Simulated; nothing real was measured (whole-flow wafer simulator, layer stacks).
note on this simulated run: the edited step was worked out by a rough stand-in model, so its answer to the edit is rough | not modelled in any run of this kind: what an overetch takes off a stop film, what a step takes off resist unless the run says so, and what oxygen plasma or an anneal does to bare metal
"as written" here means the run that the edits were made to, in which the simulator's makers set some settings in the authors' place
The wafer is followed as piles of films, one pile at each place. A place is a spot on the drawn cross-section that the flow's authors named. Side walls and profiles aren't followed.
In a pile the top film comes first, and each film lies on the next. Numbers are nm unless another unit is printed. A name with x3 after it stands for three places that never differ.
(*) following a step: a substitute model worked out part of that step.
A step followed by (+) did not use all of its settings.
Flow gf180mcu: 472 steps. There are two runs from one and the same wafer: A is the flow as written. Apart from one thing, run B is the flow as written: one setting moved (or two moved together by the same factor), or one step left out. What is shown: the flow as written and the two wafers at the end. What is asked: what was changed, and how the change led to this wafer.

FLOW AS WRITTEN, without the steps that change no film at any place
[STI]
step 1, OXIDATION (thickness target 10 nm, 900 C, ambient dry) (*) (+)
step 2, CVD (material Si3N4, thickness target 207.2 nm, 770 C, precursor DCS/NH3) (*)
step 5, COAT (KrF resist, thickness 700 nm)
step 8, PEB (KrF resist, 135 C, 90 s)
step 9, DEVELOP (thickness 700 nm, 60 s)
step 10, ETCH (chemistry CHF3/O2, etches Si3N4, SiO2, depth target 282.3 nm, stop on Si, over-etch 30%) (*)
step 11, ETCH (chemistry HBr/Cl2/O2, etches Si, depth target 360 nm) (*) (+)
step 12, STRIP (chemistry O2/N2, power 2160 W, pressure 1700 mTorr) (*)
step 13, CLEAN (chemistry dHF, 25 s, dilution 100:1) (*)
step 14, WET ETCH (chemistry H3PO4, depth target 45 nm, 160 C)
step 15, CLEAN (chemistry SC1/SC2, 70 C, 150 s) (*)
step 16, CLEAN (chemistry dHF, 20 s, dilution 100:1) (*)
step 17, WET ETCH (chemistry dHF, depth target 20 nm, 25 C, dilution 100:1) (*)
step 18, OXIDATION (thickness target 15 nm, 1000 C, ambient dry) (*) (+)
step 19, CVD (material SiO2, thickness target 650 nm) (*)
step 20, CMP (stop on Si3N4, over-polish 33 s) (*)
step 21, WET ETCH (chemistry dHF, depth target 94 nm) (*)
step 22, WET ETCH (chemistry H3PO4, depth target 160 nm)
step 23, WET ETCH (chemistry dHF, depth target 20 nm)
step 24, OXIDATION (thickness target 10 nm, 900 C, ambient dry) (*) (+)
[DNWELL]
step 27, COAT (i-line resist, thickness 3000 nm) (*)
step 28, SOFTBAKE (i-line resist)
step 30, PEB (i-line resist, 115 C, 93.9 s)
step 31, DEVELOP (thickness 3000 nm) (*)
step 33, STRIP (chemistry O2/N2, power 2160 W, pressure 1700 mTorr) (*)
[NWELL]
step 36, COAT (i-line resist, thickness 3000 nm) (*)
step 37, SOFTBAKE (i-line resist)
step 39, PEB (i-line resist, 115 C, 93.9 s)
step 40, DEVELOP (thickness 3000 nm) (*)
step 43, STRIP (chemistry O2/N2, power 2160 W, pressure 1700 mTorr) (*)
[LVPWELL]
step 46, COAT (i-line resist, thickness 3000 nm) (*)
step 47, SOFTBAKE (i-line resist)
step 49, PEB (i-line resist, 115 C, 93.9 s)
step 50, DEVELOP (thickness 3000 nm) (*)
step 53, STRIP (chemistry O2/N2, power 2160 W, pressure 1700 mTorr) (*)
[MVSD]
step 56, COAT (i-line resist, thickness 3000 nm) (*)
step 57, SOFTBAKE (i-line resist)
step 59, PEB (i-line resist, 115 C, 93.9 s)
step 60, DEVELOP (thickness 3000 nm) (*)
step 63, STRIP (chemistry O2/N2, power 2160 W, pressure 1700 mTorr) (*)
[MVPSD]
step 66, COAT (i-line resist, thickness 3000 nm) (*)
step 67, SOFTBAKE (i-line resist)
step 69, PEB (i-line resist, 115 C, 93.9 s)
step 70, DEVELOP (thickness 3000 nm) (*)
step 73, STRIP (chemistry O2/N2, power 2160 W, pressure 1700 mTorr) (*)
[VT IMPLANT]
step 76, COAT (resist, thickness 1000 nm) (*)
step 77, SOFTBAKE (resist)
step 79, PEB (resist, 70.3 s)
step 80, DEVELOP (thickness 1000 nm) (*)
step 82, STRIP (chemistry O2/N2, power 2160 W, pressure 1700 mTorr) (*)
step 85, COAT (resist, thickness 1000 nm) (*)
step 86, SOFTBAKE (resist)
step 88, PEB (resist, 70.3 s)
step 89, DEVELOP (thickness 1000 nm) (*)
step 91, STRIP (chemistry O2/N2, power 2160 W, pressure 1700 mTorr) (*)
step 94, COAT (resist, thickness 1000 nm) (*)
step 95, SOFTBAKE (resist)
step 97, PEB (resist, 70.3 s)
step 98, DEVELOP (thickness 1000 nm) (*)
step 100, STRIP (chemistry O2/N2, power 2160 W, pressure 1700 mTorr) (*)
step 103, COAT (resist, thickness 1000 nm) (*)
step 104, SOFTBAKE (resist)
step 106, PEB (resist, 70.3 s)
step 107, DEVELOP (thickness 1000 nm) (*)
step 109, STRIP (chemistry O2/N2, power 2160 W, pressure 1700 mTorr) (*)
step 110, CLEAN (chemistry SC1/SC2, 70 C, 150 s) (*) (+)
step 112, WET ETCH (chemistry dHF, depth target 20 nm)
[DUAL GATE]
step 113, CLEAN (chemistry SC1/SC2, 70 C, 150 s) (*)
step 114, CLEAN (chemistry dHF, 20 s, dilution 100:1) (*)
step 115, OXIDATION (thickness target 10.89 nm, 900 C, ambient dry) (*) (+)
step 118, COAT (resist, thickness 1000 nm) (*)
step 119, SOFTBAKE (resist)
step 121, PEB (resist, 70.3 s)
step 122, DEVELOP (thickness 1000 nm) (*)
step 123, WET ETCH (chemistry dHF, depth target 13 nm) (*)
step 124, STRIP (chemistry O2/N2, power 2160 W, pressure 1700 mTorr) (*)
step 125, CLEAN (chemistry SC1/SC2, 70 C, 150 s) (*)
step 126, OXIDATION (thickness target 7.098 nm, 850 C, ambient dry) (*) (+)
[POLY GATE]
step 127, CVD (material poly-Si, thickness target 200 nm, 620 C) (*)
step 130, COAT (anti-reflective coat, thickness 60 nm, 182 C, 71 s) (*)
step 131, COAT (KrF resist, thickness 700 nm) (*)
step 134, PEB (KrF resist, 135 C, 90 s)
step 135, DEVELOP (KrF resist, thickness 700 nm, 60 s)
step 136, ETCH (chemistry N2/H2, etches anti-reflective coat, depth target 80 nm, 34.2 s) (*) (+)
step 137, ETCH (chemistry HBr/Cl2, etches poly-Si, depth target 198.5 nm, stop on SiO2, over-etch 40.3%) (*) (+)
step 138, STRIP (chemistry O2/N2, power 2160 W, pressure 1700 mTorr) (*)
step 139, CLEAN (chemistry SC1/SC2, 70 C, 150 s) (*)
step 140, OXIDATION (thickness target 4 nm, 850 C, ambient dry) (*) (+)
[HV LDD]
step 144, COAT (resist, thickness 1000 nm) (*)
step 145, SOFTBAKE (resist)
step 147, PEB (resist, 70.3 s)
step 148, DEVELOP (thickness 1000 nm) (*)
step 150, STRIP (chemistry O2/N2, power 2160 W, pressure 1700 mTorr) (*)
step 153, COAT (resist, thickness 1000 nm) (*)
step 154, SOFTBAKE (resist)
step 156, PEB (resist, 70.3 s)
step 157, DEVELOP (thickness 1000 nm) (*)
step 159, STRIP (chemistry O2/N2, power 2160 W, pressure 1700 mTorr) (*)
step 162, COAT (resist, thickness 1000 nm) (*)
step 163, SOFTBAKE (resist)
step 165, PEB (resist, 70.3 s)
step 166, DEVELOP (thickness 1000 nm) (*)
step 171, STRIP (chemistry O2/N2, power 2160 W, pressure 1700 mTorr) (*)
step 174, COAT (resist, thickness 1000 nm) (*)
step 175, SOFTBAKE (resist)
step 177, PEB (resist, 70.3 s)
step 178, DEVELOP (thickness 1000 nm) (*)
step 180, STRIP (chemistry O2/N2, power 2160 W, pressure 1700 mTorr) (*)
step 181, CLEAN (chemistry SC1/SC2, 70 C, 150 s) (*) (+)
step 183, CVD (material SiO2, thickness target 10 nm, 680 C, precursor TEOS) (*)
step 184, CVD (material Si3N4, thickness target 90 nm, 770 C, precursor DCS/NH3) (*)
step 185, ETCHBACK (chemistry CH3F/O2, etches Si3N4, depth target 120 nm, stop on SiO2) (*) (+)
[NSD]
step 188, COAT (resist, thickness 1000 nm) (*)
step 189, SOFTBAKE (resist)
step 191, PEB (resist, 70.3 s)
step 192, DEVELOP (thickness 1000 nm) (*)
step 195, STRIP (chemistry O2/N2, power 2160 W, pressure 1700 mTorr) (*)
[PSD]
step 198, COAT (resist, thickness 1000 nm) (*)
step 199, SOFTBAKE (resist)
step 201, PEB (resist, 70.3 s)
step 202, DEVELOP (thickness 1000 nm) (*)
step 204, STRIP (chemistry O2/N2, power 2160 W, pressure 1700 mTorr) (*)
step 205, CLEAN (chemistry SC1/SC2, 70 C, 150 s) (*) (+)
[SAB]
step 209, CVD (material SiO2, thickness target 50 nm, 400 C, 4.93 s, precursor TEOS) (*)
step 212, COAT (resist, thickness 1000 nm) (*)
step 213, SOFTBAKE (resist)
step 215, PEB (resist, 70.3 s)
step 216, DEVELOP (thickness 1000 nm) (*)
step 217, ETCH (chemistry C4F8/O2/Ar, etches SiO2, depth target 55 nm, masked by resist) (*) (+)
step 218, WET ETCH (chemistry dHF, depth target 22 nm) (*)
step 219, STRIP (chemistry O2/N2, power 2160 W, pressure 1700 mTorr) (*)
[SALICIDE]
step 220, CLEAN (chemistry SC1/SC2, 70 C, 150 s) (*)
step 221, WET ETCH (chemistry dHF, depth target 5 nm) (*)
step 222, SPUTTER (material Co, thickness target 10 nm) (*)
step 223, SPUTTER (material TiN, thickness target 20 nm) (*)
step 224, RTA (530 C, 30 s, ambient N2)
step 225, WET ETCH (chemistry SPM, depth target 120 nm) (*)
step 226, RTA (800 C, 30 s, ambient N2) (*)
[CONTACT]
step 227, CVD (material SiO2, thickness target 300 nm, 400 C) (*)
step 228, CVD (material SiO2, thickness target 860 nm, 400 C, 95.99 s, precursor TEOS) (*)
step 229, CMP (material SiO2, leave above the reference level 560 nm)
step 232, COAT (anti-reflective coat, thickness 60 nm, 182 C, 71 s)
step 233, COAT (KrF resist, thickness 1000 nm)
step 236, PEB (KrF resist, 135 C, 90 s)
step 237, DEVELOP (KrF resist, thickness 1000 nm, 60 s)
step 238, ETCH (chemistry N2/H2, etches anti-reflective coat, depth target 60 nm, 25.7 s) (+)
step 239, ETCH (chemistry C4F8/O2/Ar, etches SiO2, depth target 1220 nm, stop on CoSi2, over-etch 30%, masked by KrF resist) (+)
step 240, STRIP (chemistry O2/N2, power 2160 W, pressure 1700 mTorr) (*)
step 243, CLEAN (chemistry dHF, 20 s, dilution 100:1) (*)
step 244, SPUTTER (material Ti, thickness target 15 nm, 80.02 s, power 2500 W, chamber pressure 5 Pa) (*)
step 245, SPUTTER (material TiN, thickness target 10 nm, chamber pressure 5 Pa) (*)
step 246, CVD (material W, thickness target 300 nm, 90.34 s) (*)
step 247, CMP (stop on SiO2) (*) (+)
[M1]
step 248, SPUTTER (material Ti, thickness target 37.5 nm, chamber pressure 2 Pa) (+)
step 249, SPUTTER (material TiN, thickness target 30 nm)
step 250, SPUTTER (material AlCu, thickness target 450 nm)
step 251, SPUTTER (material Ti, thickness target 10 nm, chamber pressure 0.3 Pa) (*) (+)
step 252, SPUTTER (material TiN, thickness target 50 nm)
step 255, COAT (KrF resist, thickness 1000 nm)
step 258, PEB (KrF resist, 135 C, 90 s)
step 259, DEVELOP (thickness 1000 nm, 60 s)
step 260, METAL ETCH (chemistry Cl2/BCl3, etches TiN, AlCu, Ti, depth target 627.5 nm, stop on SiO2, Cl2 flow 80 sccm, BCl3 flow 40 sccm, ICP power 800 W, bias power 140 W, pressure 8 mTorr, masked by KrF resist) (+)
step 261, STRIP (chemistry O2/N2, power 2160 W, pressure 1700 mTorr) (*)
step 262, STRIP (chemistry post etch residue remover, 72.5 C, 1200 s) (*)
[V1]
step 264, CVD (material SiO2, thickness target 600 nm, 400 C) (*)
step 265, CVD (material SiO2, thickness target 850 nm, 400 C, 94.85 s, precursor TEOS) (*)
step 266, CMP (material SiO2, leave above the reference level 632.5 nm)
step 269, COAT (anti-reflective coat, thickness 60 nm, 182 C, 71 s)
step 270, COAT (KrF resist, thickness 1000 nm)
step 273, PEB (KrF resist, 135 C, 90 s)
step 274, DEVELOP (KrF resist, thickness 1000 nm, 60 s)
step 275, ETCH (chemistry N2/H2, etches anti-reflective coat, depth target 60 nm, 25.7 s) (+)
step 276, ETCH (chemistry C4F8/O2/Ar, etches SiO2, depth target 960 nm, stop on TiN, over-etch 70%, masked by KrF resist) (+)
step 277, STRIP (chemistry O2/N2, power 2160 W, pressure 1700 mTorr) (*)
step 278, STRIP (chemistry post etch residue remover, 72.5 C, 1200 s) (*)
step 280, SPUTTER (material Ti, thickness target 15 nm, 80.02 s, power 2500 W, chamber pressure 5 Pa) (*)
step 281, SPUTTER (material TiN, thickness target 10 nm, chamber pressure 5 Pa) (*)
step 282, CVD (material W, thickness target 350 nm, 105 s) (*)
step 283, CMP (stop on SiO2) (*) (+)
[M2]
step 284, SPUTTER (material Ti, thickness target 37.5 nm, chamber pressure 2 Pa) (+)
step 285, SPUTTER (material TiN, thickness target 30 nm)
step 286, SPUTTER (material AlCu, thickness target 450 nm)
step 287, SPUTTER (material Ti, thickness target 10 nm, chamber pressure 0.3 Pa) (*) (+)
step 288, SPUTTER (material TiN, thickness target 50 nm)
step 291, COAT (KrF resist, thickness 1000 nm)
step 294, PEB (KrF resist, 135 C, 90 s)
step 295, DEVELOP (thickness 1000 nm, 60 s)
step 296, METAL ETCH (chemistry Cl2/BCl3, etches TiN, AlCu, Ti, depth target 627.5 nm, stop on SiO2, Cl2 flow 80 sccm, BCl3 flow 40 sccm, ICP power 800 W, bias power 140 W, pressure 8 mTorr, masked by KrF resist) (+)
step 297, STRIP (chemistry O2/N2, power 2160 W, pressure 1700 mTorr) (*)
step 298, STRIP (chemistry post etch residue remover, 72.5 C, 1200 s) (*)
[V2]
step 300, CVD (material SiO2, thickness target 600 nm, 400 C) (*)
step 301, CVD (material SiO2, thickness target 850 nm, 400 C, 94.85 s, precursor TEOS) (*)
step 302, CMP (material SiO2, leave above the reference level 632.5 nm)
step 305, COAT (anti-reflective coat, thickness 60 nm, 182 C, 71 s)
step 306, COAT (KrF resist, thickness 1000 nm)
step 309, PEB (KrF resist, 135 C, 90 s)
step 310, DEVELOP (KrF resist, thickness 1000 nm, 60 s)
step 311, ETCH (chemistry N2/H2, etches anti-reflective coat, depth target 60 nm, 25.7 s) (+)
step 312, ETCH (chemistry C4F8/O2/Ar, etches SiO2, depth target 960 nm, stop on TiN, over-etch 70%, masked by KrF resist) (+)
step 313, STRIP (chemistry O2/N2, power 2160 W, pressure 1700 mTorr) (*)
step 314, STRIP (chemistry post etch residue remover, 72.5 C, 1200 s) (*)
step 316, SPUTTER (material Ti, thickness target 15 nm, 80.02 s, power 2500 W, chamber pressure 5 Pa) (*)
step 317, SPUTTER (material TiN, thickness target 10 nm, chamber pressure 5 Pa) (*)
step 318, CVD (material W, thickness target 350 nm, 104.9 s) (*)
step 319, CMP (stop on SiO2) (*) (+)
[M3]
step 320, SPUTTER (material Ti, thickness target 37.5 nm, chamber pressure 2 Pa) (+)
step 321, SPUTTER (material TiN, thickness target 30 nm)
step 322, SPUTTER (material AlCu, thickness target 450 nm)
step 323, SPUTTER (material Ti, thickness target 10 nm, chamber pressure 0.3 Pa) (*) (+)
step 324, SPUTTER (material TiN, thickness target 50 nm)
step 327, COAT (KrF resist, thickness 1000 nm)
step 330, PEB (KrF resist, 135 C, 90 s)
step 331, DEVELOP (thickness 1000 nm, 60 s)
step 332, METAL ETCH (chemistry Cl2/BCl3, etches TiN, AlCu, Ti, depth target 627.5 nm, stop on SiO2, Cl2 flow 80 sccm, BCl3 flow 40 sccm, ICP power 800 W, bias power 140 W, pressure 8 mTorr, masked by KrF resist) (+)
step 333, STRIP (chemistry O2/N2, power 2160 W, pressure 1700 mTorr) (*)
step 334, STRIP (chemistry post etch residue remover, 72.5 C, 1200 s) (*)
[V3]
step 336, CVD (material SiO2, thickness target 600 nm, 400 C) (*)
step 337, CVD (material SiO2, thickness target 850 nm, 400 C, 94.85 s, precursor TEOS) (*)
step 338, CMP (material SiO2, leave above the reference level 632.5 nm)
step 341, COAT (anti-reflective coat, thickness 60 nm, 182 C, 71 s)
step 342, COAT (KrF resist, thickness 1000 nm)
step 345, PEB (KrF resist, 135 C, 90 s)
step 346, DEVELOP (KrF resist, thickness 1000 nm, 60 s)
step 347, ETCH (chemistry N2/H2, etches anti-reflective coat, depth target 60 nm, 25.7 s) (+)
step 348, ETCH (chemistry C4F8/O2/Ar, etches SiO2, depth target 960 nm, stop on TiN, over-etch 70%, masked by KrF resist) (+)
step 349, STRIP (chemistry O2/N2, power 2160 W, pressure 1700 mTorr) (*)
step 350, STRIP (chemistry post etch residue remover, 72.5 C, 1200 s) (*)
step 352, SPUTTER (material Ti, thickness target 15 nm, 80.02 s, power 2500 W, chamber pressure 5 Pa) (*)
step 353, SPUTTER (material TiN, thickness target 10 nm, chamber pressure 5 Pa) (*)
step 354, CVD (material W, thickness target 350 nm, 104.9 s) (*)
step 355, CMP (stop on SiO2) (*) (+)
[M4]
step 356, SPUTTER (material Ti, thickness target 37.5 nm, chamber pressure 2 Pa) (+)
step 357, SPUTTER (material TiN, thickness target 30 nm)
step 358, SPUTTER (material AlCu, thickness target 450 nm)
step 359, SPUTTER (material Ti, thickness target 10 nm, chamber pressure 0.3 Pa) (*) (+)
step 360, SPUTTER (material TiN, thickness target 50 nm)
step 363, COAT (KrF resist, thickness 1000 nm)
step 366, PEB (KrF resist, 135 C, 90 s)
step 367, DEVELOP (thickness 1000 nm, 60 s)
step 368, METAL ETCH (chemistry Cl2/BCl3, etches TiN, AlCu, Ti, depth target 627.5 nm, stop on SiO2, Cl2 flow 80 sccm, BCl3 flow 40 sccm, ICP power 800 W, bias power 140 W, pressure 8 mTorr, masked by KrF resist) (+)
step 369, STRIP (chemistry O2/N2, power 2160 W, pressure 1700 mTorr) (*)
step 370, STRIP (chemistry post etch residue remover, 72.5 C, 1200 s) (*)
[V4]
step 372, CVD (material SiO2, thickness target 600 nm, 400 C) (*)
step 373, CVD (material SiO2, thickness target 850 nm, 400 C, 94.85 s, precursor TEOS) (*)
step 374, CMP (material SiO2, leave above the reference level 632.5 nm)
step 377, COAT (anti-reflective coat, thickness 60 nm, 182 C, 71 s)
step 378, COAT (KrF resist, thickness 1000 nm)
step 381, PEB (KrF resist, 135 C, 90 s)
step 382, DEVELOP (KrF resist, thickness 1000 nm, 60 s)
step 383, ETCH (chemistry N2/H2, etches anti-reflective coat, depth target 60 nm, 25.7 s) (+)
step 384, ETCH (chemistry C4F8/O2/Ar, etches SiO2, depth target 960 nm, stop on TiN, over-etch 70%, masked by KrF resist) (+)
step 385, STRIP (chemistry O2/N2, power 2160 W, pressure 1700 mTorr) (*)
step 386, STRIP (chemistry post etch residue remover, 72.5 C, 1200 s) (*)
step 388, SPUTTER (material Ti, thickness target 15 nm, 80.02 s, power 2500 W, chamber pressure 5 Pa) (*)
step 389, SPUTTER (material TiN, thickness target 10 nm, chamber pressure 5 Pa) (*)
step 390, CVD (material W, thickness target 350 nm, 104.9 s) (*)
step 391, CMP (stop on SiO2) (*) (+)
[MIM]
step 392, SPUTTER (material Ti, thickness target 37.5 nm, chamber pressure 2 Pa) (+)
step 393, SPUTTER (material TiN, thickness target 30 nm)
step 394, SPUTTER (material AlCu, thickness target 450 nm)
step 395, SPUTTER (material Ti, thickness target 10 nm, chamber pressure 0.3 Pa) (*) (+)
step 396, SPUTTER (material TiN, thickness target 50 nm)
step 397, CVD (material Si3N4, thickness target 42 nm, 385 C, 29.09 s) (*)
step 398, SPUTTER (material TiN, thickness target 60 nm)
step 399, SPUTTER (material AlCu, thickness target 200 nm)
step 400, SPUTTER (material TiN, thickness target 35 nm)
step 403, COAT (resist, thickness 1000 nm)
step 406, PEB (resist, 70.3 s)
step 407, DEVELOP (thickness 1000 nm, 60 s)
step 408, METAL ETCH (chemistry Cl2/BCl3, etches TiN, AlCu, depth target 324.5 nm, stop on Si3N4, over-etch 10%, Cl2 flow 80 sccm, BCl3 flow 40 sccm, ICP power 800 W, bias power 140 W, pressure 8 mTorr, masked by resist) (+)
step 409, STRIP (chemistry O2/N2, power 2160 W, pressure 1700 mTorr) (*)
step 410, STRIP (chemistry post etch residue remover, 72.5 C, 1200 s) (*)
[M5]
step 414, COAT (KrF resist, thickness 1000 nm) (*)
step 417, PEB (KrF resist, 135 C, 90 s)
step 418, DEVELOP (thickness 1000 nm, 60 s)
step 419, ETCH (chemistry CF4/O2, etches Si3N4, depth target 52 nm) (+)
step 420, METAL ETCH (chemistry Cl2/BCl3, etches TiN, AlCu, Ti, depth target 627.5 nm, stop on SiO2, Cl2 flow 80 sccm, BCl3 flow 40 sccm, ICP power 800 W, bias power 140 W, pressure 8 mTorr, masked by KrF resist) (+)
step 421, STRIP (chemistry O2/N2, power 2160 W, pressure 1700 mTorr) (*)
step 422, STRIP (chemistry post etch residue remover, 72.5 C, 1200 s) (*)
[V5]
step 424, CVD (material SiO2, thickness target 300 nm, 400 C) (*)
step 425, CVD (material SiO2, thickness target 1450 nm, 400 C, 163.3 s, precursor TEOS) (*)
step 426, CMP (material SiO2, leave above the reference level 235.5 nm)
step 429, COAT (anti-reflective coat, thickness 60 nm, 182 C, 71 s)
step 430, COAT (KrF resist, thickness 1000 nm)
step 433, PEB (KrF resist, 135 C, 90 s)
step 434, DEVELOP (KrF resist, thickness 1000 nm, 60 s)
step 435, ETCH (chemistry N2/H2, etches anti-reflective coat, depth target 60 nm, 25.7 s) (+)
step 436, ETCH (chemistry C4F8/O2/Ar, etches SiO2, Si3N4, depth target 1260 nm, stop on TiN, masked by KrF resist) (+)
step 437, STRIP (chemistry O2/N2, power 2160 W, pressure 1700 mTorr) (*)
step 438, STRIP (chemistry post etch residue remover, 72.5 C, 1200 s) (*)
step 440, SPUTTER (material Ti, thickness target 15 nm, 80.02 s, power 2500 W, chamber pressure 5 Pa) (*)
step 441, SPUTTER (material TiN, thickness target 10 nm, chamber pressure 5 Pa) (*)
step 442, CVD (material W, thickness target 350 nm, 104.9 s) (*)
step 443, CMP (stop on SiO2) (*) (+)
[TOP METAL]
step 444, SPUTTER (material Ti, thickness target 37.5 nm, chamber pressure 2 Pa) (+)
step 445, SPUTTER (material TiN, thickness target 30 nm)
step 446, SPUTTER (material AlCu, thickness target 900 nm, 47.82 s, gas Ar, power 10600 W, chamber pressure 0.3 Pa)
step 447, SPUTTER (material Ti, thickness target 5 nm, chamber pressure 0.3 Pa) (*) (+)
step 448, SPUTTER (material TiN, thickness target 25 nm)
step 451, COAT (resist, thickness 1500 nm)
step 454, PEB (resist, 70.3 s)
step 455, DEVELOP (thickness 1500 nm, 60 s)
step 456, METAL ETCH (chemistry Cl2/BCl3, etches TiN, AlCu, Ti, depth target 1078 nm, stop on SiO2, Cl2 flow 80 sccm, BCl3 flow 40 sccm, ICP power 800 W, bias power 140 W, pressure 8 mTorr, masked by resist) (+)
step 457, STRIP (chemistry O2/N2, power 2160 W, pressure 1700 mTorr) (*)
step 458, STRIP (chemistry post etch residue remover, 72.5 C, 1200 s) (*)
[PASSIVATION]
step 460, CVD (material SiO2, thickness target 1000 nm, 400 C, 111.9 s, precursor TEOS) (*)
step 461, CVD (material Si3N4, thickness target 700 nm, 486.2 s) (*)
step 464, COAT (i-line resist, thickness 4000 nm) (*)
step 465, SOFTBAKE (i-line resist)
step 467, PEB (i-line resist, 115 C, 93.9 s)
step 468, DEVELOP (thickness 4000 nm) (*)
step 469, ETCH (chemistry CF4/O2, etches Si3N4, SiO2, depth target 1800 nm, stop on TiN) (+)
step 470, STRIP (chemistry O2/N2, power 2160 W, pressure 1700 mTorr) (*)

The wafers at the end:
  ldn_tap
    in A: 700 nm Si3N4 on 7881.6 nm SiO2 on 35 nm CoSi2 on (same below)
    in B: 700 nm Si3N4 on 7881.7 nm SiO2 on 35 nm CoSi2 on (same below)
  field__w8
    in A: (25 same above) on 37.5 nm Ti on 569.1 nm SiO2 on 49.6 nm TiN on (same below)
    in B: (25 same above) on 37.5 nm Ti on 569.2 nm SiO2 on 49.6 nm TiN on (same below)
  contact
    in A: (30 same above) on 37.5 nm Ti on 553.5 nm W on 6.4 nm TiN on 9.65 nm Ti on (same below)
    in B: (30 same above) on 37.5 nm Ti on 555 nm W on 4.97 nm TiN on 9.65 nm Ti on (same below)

Cause: step 317, SPUTTER: thickness target 7.75 nm was run, while the flow as written has thickness target 10 nm.

How this came from the change, step by step:
  step 317, SPUTTER (material TiN, thickness target 10 nm, chamber pressure 5 Pa) (*)
      field, field__w1, field__w2 and 107 more: A +10 TiN (new film) | B +7.75 TiN (new film)
      contact: A +6.4 TiN (new film) | B +4.97 TiN (new film)
  step 319, CMP (stop on SiO2) (*) (+)
      field, field__w1, field__w2 and 107 more: A -350 W (all of it), -10 TiN (all of it), -15 Ti (all of it), -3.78 SiO2 | B -350 W (all of it), -7.75 TiN (all of it), -15 Ti (all of it), -3.76 SiO2
